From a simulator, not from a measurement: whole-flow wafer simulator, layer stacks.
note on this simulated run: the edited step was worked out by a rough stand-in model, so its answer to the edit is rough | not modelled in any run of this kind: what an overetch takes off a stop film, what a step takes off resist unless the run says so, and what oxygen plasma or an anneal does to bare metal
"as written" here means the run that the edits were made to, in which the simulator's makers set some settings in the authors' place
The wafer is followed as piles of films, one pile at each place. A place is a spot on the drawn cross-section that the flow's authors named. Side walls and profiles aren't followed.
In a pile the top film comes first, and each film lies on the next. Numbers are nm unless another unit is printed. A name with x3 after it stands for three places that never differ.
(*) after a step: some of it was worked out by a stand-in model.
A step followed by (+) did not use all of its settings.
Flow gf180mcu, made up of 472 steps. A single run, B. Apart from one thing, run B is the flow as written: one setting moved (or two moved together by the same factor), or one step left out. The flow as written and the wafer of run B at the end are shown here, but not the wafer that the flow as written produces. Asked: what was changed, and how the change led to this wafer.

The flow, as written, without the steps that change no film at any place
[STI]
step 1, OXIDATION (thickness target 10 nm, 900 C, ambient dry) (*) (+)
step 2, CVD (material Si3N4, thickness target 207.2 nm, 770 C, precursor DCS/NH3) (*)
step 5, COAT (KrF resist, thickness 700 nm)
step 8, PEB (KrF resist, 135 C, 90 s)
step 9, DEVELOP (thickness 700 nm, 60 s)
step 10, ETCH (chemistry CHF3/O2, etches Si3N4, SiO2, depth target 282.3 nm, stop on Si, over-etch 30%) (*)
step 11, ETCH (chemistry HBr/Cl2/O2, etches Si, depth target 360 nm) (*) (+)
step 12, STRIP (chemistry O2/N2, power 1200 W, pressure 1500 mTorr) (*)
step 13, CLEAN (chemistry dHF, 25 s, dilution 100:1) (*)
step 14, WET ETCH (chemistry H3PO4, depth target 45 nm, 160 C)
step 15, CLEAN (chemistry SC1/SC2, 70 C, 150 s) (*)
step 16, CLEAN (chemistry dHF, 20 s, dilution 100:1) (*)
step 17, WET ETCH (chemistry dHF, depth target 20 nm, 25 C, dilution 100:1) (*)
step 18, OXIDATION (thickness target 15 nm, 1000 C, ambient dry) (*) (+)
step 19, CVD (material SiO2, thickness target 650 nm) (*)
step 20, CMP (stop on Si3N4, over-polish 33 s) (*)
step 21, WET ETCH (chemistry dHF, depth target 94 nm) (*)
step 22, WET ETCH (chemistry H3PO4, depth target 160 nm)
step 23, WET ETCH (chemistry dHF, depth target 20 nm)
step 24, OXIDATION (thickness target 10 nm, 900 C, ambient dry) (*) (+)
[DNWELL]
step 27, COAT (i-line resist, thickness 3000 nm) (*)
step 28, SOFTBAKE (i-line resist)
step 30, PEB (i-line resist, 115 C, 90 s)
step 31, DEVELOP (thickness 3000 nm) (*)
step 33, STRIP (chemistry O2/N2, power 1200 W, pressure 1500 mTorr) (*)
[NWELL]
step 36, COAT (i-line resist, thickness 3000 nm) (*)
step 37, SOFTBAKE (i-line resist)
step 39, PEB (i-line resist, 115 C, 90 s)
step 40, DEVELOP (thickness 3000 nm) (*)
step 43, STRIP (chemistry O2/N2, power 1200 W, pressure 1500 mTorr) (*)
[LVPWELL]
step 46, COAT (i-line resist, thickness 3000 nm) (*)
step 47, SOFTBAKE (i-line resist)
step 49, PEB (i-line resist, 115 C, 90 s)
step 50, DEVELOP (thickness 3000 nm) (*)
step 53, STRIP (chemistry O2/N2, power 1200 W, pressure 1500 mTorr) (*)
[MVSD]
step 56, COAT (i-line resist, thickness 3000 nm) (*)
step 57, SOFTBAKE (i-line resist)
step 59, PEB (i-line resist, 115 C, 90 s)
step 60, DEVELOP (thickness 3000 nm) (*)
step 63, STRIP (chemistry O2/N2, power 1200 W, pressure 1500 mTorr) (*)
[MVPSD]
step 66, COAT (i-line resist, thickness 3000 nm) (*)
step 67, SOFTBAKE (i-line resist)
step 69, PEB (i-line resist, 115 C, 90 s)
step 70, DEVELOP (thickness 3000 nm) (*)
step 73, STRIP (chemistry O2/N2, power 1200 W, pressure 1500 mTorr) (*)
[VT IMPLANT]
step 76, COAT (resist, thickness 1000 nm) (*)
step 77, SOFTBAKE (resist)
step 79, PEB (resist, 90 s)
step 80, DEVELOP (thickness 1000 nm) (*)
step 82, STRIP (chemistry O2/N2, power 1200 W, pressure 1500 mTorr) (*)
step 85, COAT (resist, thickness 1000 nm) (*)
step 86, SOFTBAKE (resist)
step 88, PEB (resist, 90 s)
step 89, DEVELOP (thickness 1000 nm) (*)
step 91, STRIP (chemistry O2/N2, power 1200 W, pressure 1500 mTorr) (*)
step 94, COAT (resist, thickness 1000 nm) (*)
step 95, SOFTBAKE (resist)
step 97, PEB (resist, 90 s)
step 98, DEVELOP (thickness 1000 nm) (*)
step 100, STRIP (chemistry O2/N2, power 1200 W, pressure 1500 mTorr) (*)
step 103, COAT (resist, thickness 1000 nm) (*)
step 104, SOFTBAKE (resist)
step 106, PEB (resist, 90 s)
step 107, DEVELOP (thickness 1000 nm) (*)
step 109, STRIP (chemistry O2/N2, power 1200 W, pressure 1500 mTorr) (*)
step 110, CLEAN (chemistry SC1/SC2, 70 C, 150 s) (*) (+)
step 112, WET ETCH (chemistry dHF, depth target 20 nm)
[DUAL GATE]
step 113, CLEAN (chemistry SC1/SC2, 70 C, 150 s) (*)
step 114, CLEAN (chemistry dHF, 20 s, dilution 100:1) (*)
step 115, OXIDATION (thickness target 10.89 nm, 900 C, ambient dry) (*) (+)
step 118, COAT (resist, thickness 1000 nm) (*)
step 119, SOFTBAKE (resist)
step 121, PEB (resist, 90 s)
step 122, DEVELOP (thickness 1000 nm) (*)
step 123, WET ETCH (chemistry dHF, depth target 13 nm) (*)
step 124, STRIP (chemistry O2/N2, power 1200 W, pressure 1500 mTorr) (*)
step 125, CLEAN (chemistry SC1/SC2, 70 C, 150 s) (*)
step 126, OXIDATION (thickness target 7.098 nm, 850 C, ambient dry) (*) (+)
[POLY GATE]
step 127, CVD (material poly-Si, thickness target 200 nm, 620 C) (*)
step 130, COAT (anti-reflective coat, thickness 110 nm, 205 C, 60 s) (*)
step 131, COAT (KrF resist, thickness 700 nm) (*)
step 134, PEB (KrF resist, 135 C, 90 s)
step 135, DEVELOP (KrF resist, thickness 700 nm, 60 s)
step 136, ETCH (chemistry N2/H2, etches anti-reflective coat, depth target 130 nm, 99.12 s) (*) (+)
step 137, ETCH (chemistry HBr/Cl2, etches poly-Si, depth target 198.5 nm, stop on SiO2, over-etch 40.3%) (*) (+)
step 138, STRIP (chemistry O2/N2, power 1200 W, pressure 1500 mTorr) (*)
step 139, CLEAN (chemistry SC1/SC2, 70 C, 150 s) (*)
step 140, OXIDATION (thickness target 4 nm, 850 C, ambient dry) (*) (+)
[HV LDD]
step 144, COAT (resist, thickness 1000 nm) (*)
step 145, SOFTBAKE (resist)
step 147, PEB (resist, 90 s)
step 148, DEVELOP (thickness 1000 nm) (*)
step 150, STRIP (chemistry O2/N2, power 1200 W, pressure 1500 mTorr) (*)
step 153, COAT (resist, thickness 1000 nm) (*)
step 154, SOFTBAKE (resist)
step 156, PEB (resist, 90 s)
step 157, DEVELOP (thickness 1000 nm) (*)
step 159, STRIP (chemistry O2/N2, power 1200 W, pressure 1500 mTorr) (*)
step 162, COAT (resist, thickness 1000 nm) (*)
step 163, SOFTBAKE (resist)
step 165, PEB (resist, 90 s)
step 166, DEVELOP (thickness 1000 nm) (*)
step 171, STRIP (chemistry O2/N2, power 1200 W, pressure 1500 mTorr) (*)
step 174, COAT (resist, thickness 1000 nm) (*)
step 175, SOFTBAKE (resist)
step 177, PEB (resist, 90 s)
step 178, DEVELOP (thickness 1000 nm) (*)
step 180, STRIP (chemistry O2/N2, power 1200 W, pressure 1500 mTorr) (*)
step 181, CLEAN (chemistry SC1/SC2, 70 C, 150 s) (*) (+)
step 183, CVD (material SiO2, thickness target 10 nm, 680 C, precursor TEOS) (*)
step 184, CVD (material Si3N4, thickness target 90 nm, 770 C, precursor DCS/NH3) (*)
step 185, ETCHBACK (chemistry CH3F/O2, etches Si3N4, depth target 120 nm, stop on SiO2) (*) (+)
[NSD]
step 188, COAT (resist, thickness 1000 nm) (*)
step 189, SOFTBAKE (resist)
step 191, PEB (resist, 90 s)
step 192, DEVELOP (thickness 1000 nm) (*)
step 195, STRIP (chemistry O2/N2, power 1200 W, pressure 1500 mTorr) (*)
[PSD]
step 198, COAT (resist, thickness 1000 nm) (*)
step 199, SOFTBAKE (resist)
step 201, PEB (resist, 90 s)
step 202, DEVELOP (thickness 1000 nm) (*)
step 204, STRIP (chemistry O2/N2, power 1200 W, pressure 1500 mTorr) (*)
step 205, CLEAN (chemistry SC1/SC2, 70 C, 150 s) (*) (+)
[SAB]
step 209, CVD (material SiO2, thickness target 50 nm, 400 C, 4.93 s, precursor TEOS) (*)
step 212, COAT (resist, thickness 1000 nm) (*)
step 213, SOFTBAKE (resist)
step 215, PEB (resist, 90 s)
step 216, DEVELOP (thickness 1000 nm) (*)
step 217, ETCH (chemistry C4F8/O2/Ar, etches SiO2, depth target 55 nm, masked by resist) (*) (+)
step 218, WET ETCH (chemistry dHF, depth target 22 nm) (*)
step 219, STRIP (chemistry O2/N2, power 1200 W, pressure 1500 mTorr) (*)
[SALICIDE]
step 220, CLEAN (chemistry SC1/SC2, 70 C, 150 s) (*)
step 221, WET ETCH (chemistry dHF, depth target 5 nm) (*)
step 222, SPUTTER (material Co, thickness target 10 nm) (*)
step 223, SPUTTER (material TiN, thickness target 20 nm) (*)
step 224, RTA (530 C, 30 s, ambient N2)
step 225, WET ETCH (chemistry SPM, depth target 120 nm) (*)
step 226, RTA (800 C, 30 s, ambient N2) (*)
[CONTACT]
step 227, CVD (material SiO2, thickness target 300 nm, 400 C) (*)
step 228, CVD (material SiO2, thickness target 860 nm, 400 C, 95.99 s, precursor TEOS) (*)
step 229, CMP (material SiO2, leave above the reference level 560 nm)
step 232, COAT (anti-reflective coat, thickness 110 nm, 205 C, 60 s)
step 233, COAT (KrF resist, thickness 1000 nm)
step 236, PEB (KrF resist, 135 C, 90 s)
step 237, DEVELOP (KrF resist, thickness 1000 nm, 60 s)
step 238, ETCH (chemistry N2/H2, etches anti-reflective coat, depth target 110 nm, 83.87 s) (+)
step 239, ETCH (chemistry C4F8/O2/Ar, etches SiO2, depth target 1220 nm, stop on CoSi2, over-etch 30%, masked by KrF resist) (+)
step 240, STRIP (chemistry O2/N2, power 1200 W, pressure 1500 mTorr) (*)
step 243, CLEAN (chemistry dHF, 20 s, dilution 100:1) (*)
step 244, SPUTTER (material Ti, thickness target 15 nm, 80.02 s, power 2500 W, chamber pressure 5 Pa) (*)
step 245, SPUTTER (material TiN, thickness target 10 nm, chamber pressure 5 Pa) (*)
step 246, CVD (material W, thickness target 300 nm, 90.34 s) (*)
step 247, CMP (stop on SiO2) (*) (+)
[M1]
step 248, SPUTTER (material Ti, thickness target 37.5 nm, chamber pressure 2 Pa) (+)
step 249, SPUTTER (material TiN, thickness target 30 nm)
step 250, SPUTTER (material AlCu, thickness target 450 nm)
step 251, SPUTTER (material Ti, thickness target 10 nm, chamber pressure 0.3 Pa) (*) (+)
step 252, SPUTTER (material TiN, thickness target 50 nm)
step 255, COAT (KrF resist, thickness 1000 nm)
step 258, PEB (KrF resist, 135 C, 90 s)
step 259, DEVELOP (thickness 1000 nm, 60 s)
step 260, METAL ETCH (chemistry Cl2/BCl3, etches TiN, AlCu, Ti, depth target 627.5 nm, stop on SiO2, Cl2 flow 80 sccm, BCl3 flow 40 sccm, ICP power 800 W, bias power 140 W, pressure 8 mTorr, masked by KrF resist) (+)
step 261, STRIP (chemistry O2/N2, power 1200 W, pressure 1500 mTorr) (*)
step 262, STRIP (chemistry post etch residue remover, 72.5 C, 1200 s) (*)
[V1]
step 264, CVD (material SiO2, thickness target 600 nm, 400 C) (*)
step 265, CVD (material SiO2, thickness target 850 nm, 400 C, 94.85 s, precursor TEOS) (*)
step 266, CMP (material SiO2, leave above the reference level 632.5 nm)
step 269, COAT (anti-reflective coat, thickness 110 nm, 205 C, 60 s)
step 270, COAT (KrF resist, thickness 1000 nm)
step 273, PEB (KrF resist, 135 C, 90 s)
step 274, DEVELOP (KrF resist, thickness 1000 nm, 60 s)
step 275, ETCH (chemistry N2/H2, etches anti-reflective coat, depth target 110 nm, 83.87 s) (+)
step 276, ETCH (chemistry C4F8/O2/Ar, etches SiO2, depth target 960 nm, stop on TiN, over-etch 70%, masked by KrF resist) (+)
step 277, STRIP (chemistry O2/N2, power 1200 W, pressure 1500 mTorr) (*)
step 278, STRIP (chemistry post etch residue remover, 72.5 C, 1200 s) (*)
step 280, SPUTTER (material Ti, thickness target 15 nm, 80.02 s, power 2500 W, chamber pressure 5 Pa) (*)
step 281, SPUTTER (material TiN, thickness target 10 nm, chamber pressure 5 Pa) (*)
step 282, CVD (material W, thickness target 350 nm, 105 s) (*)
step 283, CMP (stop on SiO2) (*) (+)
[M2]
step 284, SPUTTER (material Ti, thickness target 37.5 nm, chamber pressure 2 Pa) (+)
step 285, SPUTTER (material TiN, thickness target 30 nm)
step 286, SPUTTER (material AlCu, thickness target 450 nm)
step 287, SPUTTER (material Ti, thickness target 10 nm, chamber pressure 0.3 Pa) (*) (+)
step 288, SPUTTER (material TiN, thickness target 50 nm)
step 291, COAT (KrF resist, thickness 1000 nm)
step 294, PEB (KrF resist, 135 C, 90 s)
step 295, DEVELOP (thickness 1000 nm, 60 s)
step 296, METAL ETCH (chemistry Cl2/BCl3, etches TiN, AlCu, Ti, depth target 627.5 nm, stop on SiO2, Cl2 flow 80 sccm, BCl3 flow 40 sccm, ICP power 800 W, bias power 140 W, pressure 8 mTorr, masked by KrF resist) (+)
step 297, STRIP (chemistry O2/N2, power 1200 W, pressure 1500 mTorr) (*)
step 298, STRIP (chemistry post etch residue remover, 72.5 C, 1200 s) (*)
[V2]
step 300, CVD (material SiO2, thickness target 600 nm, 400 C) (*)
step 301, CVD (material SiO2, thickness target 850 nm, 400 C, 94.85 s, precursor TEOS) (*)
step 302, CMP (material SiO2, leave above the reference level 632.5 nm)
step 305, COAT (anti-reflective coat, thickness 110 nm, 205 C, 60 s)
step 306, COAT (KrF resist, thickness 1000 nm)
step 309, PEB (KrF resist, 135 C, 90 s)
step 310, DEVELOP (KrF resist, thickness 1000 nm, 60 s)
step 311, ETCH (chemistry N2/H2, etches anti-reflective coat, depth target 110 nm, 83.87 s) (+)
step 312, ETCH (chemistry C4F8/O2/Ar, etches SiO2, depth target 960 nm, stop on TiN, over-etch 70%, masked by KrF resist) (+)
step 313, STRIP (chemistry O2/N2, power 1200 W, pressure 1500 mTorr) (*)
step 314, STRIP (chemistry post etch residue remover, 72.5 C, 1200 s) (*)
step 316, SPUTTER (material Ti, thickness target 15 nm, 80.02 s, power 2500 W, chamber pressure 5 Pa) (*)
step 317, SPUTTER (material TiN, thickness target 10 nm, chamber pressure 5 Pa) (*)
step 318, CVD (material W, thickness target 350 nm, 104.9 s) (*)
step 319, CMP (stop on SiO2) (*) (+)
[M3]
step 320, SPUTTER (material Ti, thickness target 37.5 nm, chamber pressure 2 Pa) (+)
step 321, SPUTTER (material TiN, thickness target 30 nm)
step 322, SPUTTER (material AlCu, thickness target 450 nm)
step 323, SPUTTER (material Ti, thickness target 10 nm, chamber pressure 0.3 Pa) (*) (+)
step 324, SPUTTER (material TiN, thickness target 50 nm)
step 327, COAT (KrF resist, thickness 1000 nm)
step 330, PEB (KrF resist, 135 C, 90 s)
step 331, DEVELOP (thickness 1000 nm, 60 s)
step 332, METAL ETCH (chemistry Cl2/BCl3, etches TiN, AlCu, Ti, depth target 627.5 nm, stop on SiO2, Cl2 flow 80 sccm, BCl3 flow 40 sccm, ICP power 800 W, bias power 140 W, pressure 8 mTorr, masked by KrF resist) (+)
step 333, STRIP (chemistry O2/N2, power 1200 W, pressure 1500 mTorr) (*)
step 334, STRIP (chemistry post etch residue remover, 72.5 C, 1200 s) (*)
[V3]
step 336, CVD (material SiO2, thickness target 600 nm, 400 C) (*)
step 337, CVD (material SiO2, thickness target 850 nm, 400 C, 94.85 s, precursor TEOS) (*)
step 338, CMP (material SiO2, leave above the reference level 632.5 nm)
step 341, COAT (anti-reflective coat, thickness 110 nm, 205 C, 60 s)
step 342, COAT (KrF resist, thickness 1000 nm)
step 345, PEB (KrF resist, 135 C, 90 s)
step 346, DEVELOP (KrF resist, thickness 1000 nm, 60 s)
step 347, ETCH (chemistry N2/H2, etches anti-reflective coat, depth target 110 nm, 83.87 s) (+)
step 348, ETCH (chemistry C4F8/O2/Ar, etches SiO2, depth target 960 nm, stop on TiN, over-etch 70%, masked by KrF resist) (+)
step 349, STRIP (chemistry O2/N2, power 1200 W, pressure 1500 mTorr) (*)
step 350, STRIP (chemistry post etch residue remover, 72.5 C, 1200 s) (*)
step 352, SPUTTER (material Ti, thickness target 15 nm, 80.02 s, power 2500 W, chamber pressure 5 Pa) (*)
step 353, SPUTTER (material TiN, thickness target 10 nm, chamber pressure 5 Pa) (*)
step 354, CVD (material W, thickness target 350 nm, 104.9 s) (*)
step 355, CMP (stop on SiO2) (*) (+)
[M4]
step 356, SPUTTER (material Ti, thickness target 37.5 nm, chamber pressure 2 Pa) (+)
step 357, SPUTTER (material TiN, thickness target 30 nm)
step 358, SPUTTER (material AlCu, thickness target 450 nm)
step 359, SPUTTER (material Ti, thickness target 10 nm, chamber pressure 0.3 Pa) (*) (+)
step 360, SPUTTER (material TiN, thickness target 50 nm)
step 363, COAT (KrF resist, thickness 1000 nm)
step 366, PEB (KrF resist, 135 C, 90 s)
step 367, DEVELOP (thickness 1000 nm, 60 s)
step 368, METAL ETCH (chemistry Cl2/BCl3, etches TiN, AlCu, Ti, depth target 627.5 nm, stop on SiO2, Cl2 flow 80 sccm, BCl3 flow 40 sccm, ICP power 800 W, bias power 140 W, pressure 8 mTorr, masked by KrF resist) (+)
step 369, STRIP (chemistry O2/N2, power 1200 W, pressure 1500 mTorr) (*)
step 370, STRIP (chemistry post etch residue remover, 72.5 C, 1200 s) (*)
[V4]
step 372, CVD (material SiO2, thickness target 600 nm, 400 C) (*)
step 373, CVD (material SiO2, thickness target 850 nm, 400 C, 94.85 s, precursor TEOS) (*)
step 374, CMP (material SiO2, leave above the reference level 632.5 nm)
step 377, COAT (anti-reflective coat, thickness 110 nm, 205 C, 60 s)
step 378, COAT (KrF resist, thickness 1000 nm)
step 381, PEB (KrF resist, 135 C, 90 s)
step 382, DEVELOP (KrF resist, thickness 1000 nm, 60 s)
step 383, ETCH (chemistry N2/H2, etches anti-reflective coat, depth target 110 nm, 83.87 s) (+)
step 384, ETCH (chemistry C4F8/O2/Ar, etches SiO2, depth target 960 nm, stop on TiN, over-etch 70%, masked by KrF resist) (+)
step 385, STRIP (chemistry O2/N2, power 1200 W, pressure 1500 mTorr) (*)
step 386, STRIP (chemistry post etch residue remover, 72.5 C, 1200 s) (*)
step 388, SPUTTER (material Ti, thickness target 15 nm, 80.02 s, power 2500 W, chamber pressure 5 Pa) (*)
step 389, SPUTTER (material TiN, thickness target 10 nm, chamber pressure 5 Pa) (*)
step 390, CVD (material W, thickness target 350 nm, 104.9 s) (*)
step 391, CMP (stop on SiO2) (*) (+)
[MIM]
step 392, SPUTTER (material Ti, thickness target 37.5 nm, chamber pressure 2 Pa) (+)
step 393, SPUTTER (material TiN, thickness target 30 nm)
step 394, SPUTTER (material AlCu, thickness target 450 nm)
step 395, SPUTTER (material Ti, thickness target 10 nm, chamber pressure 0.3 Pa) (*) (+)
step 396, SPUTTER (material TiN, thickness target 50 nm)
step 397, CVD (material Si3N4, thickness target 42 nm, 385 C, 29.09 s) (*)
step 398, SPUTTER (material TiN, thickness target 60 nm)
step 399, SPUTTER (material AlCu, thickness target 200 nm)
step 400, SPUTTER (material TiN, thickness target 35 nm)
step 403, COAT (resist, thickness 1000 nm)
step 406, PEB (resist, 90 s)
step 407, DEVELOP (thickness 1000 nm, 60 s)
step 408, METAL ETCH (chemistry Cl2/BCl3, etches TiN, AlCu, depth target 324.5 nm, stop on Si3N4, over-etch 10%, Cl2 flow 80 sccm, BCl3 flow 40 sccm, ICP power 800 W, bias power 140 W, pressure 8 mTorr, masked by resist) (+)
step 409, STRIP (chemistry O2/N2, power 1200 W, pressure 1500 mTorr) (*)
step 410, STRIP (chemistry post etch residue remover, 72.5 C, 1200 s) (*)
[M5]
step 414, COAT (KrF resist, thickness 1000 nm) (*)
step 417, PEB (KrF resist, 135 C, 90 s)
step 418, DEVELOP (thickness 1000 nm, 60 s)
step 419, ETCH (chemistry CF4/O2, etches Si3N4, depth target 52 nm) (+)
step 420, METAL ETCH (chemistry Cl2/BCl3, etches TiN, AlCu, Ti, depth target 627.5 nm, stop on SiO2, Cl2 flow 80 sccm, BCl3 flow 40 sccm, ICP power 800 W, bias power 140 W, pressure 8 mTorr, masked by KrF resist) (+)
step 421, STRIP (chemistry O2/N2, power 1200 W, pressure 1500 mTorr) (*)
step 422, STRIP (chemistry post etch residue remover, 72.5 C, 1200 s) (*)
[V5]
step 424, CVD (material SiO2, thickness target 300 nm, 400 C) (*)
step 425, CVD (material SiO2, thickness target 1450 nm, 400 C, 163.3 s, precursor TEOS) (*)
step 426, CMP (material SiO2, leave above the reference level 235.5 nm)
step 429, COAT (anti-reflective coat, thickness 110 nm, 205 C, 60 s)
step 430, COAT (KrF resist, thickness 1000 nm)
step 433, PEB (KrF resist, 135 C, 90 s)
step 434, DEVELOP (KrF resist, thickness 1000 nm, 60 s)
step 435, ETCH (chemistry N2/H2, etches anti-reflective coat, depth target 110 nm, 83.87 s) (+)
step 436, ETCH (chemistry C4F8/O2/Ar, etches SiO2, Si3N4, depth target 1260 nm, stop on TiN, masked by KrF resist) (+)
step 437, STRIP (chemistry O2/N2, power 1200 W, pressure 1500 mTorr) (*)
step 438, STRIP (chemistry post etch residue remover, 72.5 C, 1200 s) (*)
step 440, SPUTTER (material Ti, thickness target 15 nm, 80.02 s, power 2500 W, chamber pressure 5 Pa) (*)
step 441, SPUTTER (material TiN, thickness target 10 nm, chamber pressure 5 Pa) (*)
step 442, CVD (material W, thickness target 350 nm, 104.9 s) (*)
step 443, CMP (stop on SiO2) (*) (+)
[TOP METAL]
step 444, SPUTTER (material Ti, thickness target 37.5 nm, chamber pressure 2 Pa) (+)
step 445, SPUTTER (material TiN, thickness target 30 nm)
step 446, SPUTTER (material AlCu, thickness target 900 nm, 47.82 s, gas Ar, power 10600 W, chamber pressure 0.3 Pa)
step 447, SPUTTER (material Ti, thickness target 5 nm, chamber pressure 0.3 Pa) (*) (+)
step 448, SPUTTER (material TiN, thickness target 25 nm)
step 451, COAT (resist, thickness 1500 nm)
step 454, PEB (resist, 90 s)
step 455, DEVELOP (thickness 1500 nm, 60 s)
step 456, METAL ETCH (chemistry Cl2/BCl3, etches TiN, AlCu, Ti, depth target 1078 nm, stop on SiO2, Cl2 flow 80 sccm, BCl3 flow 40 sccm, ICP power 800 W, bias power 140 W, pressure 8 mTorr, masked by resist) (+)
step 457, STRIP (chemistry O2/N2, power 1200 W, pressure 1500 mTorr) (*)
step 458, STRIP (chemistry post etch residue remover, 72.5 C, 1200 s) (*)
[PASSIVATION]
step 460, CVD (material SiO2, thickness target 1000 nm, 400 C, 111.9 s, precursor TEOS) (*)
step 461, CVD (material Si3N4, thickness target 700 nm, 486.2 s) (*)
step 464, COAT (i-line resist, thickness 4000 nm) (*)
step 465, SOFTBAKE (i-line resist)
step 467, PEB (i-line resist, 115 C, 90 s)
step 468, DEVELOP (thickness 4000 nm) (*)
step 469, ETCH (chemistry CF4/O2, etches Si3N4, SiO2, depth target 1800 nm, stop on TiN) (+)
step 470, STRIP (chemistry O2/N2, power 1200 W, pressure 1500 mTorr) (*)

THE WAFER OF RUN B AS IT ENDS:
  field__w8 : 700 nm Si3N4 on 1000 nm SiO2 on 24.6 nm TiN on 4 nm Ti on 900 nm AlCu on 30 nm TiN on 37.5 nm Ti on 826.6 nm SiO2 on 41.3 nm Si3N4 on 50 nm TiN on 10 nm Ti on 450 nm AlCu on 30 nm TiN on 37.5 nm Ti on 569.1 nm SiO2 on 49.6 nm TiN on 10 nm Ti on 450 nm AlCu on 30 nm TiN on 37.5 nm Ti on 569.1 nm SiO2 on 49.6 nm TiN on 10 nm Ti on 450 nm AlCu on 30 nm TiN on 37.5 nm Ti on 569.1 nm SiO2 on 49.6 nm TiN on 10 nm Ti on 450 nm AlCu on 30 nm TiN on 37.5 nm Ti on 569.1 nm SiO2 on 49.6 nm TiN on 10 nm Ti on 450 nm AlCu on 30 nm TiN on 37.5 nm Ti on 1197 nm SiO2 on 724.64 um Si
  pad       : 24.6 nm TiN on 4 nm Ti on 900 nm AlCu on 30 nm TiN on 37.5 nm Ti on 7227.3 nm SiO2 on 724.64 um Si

Cause: step 447, SPUTTER: thickness target 4 nm was run, whereas the flow has thickness target 5 nm.
The wafer lets one read it off: field__w8 has Ti 4, and step 447 as written asks for 5 nm.

How this came from the change, step by step:
  step 447, SPUTTER (material Ti, thickness target 5 nm, chamber pressure 0.3 Pa) (*) (+)
      field, field__w1, field__w2 and 109 more: +4 Ti (new film) (it would be, as written: +5 Ti (new film))
  step 456, METAL ETCH (chemistry Cl2/BCl3, etches TiN, AlCu, Ti, depth target 1078 nm, stop on SiO2, Cl2 flow 80 sccm, BCl3 flow 40 sccm, ICP power 800 W, bias power 140 W, pressure 8 mTorr, masked by resist) (+)
      field, field__w1, field__w2 and 103 more: -25 TiN (all of it), -4 Ti (all of it), -900 AlCu (all of it), -30 TiN (all of it), -37.5 Ti (all of it) (it would be, as written: -25 TiN (all of it), -5 Ti (all of it), -900 AlCu (all of it), -30 TiN (all of it), -37.5 Ti (all of it))
